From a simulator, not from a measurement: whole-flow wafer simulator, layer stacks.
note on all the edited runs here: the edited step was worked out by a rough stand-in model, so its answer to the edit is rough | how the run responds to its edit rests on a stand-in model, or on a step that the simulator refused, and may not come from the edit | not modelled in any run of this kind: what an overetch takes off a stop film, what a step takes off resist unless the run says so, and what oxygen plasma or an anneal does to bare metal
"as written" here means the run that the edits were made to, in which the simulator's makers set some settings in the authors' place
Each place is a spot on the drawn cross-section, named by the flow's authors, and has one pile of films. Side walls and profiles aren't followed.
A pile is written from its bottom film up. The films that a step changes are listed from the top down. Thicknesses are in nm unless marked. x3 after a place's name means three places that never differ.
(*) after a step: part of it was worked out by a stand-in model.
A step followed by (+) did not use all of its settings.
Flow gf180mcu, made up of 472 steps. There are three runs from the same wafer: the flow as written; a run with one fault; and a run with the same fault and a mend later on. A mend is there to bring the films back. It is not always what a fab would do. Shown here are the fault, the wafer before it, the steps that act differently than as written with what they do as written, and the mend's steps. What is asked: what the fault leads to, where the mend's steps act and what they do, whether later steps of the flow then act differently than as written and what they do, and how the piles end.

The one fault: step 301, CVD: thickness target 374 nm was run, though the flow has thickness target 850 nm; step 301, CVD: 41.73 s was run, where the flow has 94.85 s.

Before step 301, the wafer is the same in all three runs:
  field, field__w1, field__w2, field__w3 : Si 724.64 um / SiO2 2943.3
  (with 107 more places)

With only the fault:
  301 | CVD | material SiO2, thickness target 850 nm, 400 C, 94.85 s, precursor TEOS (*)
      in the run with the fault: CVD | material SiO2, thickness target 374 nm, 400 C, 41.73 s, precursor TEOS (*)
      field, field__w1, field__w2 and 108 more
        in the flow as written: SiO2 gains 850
        in the run with the fault: SiO2 gains 384
  Later steps of the flow acting differently than as written (not shown: 1 more step that differs only slightly, by at most 2% or 0.5 nm, whichever is larger):
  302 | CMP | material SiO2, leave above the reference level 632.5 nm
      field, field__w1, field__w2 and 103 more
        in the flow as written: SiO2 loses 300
        in the run with the fault: nothing
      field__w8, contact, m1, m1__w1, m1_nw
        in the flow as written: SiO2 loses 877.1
        in the run with the fault: SiO2 loses 411.1
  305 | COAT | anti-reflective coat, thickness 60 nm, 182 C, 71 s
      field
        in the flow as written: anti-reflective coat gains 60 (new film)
        in the run with the fault: anti-reflective coat gains 132.5 (new film)
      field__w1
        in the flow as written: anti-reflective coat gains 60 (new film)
        in the run with the fault: anti-reflective coat gains 89.2 (new film)
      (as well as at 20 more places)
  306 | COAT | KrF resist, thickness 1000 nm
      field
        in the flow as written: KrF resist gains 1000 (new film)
        in the run with the fault: KrF resist gains 970.3 (new film)
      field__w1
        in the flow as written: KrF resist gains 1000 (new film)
        in the run with the fault: KrF resist gains 973.7 (new film)
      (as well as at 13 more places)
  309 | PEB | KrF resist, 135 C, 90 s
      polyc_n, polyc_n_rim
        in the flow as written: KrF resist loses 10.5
        in the run with the fault: KrF resist loses 12.1
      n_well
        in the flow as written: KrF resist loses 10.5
        in the run with the fault: KrF resist loses 9.69
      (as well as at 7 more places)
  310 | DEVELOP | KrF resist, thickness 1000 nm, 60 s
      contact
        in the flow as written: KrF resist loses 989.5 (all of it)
        in the run with the fault: KrF resist loses 901.3 (all of it)
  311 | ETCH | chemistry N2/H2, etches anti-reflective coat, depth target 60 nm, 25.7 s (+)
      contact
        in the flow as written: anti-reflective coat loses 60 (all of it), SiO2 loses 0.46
        in the run with the fault: anti-reflective coat loses 20.4 (all of it), SiO2 loses 1.48
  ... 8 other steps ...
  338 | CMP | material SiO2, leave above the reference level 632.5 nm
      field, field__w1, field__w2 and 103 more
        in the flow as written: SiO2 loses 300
        in the run with the fault: SiO2 loses 287.7
  The piles end different from the flow's at field, field__w1, field__w2 and 109 more by more than 2% or 0.5 nm, whichever is larger.
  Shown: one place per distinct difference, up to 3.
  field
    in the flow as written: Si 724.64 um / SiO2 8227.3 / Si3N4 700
    in the run with the fault: Si 724.64 um / SiO2 3327.3 / Ti 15 / TiN 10 / W 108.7 / SiO2 4750.1 / Si3N4 700
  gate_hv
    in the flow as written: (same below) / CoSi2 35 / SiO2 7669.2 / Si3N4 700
    in the run with the fault: (same below) / CoSi2 35 / SiO2 2769.2 / Ti 15 / TiN 10 / W 108.7 / SiO2 4750.1 / Si3N4 700
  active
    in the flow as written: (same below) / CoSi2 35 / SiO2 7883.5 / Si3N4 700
    in the run with the fault: (same below) / CoSi2 35 / SiO2 2983.5 / Ti 15 / TiN 10 / W 108.7 / SiO2 4750.1 / Si3N4 700

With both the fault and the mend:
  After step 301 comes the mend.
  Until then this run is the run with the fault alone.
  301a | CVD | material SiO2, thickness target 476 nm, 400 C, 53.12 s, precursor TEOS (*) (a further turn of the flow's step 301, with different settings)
      field, field__w1, field__w2 and 108 more
        SiO2 gains 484
  Later steps of the flow acting differently than as written:
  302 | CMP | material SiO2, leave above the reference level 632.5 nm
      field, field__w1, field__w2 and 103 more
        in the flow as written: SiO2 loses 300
        in the run with the mend: SiO2 loses 318.1
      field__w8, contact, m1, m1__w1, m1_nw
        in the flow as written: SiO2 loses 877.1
        in the run with the mend: SiO2 loses 895.2
  The piles end the same as the flow's at every place that both follow.
